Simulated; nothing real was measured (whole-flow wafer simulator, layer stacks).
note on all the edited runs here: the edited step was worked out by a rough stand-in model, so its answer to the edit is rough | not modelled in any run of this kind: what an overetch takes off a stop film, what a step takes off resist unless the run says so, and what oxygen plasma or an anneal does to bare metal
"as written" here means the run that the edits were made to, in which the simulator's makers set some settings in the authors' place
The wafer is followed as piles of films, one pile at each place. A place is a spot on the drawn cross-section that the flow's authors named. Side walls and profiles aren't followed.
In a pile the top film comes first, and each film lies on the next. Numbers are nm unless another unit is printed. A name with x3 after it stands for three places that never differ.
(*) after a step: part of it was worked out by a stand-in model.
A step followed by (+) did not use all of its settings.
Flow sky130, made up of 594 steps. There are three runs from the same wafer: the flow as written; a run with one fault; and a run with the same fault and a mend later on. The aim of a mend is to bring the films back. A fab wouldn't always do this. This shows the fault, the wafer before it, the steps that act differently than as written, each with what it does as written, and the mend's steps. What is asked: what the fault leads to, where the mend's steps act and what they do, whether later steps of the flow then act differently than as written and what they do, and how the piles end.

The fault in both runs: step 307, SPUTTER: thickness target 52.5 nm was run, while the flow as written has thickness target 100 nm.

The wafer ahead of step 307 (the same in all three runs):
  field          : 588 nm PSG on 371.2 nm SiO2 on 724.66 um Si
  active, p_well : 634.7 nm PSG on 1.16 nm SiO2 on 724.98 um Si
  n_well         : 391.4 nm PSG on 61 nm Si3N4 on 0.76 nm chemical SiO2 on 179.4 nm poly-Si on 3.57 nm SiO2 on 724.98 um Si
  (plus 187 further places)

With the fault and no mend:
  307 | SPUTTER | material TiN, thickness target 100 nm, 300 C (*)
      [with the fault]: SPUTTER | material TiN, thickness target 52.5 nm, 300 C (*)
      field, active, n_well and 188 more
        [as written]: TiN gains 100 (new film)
        [with the fault]: TiN gains 52.5 (new film)
  Later steps of the flow acting differently than as written (1 more step, not shown, differs only slightly: by at most 2% or 0.5 nm, whichever is larger):
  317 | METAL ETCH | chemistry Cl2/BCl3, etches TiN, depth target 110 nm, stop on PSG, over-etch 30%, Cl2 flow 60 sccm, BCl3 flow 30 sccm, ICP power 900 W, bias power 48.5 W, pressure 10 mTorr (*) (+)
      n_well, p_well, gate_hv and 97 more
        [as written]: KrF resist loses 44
        [with the fault]: KrF resist loses 26.6
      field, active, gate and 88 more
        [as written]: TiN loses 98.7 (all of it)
        [with the fault]: TiN loses 51.2 (all of it)
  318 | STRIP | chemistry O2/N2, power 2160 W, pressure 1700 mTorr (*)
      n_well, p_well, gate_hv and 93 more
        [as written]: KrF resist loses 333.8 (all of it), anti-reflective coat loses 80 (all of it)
        [with the fault]: KrF resist loses 351.2 (all of it), anti-reflective coat loses 80 (all of it)
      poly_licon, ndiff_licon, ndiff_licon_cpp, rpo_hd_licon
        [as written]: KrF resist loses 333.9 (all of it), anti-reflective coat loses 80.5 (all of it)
        [with the fault]: KrF resist loses 351.3 (all of it), anti-reflective coat loses 80.5 (all of it)
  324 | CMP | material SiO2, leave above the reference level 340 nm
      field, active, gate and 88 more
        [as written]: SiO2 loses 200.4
        [with the fault]: SiO2 loses 247.9
  The piles end different from the flow's at n_well, p_well, gate_hv and 118 more by more than 2% or 0.5 nm, whichever is larger.
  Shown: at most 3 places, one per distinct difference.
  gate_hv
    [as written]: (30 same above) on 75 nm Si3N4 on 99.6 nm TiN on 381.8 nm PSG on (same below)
    [with the fault]: (30 same above) on 75 nm Si3N4 on 52.1 nm TiN on 381.8 nm PSG on (same below)
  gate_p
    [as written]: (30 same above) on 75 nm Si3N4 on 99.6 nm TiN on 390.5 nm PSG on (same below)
    [with the fault]: (30 same above) on 75 nm Si3N4 on 52.1 nm TiN on 390.5 nm PSG on (same below)
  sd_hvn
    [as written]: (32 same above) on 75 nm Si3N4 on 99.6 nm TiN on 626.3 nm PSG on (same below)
    [with the fault]: (32 same above) on 75 nm Si3N4 on 52.1 nm TiN on 626.3 nm PSG on (same below)

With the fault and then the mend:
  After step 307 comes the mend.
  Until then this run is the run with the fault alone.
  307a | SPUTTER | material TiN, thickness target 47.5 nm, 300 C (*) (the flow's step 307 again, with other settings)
      field, active, n_well and 188 more
        TiN gains 47.5
  None of the later steps of the flow differs from how it acts as written, at any place that is followed, by more than 2% or 0.5 nm, whichever is larger.
  By the end, the piles equal the flow's at every place that both follow.
